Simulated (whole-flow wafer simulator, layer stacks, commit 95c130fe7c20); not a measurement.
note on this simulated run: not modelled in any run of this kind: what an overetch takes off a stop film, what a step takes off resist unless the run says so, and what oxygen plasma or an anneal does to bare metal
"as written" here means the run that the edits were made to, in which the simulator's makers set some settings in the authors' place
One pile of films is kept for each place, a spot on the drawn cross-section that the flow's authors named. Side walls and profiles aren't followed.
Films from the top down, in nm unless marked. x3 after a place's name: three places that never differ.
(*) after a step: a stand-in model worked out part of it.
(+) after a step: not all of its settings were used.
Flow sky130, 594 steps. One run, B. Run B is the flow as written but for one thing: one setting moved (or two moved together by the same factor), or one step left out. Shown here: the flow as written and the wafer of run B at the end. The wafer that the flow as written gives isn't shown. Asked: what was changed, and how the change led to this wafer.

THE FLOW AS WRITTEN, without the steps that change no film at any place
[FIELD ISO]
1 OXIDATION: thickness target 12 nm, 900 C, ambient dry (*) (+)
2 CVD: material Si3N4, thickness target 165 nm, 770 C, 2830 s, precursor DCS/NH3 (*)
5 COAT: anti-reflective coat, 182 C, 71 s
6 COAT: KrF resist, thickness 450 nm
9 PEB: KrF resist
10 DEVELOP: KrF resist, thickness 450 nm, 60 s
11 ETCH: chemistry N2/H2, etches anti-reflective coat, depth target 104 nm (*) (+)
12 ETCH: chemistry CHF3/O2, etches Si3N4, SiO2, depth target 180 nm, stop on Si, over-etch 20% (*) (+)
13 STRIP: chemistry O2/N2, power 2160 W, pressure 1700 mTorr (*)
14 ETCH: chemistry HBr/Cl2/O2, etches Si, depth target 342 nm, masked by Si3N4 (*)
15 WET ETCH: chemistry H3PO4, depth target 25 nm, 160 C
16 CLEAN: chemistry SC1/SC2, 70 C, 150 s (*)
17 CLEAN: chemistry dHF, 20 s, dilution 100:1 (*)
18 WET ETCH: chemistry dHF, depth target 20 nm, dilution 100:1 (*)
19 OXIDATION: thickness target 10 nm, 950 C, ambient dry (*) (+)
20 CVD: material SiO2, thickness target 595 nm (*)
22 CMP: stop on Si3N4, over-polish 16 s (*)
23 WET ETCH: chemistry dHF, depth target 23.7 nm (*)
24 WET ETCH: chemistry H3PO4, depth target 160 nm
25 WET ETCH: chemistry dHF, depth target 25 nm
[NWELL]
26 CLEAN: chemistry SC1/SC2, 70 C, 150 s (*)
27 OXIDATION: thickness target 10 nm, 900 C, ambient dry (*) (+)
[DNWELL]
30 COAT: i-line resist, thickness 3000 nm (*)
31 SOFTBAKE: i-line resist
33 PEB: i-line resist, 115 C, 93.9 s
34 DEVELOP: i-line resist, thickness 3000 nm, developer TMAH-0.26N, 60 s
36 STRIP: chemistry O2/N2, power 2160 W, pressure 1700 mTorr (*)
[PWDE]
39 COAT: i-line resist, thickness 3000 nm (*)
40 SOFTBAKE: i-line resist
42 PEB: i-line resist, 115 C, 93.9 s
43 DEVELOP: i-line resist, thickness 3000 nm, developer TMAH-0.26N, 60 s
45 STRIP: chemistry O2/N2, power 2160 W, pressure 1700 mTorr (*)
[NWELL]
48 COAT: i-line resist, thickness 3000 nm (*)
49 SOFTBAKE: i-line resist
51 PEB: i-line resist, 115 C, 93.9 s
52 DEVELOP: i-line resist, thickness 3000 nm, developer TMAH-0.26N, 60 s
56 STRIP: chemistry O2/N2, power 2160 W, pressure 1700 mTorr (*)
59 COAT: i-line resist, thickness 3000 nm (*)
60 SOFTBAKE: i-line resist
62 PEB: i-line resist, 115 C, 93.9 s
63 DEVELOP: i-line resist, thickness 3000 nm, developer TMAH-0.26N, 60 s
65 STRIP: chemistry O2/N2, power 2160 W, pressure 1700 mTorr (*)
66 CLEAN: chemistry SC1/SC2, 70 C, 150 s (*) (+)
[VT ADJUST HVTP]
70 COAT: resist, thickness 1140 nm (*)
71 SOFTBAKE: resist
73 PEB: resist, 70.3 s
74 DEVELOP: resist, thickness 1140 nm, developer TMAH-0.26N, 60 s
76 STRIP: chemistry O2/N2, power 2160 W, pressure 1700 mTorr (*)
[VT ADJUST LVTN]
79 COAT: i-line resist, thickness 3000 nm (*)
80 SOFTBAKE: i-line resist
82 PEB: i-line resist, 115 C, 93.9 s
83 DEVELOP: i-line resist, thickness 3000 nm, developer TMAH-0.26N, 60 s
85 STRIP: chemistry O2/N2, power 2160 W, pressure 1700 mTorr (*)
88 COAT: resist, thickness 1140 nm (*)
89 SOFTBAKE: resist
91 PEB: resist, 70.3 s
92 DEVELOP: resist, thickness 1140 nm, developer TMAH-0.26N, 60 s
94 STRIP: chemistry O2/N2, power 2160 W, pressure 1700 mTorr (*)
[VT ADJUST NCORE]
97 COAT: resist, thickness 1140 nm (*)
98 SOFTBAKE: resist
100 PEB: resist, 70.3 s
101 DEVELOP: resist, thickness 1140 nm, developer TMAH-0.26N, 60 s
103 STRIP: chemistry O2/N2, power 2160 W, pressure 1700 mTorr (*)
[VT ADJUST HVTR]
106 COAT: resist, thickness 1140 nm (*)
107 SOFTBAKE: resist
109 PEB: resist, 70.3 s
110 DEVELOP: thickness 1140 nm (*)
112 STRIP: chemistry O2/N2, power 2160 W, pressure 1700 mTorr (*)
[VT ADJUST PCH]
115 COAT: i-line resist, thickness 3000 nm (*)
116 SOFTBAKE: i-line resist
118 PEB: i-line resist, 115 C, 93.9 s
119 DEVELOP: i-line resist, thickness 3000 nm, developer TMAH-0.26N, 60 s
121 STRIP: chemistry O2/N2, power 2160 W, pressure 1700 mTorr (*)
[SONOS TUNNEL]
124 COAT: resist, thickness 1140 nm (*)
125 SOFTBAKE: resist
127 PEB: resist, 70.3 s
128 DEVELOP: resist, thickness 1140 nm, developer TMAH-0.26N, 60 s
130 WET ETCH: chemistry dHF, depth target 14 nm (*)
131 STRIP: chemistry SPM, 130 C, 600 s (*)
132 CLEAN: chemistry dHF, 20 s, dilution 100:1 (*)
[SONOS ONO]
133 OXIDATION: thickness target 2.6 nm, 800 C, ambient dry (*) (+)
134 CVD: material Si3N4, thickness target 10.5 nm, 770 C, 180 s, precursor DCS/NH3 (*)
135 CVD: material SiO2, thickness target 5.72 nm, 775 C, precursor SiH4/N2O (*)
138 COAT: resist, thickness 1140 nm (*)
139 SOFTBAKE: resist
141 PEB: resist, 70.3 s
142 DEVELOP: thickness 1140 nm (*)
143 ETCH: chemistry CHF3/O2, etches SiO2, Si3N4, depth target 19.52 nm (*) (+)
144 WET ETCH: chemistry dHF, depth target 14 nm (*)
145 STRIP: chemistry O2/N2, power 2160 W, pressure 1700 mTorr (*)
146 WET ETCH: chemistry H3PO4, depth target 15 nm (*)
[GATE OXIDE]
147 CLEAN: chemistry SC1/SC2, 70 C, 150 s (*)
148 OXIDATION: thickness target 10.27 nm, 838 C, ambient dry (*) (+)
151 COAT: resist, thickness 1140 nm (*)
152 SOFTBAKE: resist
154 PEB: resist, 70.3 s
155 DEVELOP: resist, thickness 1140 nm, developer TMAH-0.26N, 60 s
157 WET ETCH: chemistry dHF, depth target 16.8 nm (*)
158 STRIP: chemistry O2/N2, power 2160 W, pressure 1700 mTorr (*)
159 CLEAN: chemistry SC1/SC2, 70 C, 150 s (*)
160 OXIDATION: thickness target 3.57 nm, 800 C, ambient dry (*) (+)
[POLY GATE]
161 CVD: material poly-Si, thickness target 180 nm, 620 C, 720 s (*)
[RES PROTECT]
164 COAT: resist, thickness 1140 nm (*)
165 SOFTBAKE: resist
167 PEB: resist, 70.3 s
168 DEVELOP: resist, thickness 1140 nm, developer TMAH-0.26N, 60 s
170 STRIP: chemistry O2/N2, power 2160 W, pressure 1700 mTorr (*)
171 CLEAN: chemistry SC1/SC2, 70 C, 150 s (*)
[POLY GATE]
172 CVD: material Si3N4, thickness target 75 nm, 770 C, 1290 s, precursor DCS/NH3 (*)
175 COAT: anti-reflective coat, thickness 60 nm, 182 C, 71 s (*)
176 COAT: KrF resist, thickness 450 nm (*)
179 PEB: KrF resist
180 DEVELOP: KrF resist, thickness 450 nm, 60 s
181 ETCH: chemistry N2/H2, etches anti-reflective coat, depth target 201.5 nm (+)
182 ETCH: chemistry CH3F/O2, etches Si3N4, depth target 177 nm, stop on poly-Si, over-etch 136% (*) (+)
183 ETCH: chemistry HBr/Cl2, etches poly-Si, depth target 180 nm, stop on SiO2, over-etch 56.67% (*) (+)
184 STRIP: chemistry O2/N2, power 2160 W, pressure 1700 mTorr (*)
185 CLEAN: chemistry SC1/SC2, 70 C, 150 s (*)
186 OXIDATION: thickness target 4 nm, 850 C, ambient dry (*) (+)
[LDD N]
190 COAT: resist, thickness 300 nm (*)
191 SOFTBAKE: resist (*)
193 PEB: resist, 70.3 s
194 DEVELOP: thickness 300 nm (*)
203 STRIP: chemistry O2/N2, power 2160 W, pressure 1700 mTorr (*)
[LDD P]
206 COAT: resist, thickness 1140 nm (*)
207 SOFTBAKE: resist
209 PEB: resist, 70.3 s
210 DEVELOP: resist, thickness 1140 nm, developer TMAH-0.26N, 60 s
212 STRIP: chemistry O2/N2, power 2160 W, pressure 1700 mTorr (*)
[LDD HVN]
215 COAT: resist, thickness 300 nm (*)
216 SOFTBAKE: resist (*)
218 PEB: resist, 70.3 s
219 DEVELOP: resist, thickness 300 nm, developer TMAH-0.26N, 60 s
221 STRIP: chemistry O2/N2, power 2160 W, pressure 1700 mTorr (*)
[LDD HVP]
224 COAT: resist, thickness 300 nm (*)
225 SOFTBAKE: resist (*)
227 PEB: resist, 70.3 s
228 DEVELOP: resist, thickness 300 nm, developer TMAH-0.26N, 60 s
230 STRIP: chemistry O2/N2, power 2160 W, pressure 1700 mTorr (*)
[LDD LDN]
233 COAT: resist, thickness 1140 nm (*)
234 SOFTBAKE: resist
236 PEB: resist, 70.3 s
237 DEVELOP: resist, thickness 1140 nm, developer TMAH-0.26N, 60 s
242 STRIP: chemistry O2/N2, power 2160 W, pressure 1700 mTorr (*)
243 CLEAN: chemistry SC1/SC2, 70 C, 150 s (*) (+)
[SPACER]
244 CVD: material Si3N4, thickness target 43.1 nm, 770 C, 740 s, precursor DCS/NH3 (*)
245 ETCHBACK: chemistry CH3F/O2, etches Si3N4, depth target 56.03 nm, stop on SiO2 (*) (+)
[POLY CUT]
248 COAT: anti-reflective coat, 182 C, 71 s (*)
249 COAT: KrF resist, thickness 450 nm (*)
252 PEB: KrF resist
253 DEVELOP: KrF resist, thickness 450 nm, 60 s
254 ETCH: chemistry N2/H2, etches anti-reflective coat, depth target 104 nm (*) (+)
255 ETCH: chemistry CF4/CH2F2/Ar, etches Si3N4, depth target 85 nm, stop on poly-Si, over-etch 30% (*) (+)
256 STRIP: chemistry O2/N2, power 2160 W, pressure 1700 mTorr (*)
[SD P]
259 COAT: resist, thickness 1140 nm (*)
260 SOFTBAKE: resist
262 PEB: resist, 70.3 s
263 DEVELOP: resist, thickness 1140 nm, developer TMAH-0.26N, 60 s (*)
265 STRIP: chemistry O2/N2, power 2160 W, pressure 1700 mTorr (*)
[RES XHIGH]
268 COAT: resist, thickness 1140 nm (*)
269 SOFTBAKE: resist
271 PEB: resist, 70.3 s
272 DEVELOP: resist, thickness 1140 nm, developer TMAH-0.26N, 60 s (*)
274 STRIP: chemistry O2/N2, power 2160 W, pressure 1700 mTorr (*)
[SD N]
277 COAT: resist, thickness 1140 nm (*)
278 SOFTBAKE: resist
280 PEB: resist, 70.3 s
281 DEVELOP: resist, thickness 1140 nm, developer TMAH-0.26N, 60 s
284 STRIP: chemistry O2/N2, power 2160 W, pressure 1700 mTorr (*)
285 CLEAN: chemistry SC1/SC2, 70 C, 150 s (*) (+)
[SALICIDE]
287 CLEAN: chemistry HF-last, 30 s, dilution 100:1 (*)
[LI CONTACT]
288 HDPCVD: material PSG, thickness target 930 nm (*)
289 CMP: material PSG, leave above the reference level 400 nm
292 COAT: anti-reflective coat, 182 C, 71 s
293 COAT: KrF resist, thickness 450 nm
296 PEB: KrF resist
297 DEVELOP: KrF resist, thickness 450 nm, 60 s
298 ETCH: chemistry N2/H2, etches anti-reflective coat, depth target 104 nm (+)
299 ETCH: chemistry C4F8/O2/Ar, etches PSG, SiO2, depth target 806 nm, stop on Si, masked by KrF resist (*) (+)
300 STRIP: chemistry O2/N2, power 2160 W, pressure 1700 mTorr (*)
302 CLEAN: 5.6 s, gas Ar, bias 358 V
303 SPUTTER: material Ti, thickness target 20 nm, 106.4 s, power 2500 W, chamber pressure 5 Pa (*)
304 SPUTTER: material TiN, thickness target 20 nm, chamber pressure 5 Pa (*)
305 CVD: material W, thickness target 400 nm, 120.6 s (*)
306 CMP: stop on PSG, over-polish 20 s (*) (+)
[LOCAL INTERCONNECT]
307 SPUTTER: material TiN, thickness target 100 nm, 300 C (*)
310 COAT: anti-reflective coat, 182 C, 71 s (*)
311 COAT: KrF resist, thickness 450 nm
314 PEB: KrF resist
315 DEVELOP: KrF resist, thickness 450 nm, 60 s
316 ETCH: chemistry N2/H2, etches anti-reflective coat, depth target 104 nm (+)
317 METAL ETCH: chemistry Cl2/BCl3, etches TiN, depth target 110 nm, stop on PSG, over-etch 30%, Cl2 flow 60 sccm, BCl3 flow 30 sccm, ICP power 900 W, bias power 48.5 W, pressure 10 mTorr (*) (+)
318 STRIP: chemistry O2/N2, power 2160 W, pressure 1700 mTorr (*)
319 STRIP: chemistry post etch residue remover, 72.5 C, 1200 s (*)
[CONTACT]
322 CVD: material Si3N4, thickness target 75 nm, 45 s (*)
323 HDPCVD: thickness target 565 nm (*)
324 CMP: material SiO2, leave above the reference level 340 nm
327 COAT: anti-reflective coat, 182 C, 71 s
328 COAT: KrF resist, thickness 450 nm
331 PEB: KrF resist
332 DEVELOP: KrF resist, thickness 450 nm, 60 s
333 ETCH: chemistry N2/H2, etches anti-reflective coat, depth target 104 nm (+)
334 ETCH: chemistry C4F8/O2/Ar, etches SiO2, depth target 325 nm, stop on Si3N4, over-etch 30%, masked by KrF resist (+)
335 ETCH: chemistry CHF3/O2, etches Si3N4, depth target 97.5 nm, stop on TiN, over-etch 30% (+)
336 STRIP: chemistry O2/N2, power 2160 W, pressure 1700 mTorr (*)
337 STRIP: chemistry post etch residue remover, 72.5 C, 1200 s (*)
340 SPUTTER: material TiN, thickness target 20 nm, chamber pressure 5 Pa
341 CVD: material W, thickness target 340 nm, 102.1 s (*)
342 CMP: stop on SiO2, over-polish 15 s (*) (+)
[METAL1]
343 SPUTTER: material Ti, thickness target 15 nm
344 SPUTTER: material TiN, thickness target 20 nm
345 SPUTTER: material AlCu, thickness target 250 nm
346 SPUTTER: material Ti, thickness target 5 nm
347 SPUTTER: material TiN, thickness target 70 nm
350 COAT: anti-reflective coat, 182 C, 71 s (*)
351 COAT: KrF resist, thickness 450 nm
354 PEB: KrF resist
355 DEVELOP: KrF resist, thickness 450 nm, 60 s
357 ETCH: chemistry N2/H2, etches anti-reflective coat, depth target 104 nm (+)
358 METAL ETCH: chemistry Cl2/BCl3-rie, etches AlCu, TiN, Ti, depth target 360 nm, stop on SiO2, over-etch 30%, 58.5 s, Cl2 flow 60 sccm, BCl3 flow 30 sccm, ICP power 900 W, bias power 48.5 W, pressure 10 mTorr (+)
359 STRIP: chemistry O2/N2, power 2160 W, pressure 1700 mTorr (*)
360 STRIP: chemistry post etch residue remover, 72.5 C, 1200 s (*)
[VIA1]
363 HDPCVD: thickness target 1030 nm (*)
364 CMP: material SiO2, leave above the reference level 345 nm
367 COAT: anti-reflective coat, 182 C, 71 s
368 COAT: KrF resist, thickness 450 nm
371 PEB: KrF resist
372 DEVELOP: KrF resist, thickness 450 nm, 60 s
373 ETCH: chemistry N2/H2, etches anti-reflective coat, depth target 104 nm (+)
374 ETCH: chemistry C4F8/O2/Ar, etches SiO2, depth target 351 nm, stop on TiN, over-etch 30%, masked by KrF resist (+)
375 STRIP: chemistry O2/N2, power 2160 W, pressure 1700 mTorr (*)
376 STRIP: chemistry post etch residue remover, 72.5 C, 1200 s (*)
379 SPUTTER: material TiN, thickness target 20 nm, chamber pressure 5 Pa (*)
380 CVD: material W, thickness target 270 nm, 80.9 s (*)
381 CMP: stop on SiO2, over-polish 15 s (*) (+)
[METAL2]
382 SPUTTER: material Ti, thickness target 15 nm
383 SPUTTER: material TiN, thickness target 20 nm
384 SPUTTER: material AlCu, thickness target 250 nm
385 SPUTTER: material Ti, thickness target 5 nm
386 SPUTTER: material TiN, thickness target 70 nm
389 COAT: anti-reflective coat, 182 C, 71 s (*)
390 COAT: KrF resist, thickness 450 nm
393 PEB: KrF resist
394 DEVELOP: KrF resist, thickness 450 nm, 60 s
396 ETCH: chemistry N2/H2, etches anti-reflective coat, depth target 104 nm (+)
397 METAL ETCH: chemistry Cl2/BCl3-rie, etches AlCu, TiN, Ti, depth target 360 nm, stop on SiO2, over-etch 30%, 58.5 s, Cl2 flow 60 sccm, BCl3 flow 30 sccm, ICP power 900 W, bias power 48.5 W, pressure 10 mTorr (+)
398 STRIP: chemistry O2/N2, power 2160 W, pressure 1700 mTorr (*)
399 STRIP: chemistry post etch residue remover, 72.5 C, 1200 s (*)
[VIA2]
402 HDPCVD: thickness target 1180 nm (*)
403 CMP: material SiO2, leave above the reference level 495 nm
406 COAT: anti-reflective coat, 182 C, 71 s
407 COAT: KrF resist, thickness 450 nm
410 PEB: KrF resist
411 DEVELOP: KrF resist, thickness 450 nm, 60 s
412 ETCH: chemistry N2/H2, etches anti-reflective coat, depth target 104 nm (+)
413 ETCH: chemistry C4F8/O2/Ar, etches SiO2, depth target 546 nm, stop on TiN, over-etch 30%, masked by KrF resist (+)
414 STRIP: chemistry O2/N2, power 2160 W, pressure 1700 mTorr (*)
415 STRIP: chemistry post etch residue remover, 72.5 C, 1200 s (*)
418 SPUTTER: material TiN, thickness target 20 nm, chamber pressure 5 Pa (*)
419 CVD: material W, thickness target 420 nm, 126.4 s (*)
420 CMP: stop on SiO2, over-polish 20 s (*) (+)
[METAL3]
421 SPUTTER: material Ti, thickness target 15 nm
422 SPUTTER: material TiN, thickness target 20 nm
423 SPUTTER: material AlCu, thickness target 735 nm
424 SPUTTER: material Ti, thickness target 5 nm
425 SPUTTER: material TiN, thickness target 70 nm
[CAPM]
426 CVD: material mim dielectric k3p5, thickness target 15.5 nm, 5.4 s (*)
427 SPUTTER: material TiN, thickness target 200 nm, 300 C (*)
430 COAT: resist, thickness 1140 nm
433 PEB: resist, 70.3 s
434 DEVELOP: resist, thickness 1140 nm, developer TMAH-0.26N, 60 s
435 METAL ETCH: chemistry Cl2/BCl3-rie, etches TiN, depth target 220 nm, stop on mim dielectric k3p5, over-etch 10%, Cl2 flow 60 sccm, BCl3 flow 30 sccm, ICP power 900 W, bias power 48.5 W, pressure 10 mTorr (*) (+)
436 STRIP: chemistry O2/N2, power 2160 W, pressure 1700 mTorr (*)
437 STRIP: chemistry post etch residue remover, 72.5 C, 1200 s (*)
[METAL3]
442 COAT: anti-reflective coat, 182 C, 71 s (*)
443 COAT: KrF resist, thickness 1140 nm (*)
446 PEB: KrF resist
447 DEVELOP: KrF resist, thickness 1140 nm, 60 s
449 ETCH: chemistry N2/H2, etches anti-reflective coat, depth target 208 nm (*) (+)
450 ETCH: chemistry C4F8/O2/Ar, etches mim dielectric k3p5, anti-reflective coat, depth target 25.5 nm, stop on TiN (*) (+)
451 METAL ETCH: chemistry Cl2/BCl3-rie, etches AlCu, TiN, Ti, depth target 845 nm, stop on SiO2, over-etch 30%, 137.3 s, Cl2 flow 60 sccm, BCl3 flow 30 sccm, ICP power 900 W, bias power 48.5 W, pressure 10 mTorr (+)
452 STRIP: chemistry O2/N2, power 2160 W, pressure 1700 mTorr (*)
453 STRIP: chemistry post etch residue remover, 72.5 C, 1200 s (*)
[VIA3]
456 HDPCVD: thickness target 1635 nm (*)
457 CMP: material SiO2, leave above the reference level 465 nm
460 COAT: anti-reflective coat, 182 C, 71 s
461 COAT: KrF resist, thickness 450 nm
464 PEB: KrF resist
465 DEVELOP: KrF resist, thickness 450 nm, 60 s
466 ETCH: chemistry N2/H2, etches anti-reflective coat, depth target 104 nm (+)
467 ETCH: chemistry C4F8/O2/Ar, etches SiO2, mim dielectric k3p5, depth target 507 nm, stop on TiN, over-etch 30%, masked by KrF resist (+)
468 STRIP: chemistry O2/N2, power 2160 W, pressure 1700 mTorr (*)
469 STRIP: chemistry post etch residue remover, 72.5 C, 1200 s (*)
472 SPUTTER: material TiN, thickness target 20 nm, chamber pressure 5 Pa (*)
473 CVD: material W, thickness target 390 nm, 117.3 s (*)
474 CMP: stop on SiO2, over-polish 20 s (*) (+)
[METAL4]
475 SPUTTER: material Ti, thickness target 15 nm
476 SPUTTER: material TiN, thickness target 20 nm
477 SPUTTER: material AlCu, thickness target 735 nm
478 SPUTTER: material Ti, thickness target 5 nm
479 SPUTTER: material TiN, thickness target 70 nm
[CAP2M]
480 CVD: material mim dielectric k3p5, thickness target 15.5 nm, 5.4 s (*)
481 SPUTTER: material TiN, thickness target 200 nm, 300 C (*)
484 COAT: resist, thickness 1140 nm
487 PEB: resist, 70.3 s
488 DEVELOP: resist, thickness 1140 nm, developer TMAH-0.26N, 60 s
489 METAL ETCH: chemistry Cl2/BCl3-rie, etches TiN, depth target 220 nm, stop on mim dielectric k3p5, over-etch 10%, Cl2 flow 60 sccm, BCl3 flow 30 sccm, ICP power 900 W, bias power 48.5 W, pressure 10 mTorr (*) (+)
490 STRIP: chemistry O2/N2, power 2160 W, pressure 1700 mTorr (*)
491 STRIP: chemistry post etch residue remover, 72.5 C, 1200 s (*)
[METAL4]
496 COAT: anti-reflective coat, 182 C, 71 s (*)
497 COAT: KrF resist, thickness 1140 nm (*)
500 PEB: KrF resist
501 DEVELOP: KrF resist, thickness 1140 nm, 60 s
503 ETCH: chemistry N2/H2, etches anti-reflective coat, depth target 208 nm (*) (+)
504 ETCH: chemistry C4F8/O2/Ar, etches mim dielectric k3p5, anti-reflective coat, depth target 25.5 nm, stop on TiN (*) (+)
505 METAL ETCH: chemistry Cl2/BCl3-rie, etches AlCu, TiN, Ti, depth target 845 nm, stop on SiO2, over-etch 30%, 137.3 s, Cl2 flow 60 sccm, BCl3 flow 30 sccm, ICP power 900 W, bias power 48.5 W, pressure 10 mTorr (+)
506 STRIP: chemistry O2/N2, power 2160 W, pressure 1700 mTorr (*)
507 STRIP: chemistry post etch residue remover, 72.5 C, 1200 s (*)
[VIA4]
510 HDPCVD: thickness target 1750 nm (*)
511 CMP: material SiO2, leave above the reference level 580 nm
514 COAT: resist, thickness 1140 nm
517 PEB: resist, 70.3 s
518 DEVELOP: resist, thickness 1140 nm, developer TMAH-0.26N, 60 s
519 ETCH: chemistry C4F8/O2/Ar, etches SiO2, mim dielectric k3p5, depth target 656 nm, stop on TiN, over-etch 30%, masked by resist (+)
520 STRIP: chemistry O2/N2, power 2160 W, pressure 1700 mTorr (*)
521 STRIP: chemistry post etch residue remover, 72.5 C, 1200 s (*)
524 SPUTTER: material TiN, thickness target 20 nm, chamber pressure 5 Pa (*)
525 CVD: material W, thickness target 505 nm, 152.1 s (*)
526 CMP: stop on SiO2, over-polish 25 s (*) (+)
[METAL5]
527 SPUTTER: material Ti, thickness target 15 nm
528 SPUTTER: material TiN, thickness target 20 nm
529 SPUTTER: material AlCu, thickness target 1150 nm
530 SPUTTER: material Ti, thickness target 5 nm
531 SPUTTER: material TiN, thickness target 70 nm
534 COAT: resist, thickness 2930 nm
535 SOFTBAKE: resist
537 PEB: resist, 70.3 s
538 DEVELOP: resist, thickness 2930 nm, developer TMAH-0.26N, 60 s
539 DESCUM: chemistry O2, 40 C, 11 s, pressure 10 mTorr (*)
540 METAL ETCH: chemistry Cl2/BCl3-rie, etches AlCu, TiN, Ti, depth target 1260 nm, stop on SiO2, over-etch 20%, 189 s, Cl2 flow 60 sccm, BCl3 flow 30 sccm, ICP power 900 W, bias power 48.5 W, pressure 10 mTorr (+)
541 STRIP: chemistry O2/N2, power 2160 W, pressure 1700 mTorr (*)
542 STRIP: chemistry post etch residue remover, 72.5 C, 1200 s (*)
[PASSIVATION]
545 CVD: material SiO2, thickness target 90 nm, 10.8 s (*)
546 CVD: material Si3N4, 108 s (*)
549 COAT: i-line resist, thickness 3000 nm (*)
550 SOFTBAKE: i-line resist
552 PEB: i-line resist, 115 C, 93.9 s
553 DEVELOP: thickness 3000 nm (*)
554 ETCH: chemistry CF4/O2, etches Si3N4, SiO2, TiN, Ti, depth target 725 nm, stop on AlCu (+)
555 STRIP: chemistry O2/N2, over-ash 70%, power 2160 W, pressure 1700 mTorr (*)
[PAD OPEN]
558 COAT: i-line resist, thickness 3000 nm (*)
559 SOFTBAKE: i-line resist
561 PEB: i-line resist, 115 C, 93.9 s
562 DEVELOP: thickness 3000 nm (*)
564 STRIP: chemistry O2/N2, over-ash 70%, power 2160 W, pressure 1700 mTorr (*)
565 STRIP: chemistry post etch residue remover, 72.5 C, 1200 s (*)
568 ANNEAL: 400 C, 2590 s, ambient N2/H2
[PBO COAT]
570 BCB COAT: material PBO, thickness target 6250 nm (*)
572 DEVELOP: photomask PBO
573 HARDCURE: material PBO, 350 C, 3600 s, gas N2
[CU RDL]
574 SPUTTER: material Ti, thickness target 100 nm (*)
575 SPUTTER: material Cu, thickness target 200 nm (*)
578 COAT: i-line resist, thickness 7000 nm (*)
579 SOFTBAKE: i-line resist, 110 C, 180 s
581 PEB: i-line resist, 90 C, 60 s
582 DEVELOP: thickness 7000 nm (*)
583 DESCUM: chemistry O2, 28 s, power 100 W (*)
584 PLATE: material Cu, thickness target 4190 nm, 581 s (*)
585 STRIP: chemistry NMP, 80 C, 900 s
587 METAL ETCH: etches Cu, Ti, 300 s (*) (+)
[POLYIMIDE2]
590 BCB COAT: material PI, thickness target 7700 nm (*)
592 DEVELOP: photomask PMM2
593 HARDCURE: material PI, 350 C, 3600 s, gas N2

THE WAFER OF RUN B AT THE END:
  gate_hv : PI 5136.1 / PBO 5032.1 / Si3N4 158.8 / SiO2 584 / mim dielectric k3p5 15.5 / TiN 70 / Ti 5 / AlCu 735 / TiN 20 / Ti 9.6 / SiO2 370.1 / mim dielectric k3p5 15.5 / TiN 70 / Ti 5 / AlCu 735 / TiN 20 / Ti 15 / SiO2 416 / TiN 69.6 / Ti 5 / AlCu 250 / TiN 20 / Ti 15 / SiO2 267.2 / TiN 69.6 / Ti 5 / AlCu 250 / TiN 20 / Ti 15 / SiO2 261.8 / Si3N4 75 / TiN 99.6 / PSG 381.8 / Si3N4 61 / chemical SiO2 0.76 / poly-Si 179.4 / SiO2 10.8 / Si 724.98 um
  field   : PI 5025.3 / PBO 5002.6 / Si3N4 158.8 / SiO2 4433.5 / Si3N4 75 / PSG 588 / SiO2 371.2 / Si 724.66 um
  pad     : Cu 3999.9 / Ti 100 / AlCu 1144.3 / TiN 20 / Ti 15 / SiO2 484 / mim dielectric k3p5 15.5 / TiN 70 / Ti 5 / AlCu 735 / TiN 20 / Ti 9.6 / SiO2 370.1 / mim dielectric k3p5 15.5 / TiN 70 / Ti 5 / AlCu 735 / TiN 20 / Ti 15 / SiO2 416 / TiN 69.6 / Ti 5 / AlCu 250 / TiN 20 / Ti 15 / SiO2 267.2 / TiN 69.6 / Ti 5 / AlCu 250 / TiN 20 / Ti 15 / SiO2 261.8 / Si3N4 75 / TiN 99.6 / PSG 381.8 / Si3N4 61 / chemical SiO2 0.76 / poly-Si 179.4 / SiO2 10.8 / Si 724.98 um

The cause: step 475, SPUTTER: thickness target 9.6 nm was run, where the flow has thickness target 15 nm.
It can be read off the wafer: gate_hv has Ti 9.6, and step 475 as written asks for 15 nm.

How the change led to this, step by step:
  475 SPUTTER: material Ti, thickness target 15 nm
      field, active, n_well and 189 more: Ti +9.6 (new film) (as written it would be: Ti +15 (new film))
  505 METAL ETCH: chemistry Cl2/BCl3-rie, etches AlCu, TiN, Ti, depth target 845 nm, stop on SiO2, over-etch 30%, 137.3 s, Cl2 flow 60 sccm, BCl3 flow 30 sccm, ICP power 900 W, bias power 48.5 W, pressure 10 mTorr (+)
      field, gate, spacer and 68 more: TiN -70 (all of it), Ti -5 (all of it), AlCu -735 (all of it), TiN -20 (all of it), Ti -9.6 (all of it), SiO2 -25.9 (as written it would be: TiN -70 (all of it), Ti -5 (all of it), AlCu -735 (all of it), TiN -20 (all of it), Ti -15 (all of it), SiO2 -25.4)
      active, vpp_iso1, mim_edge_plate and 14 more: TiN -70 (all of it), Ti -5 (all of it), AlCu -735 (all of it), TiN -20 (all of it), Ti -9.6 (all of it), SiO2 -25.9 (as written it would be: TiN -70 (all of it), Ti -5 (all of it), AlCu -735 (all of it), TiN -20 (all of it), Ti -15 (all of it), SiO2 -25.3)
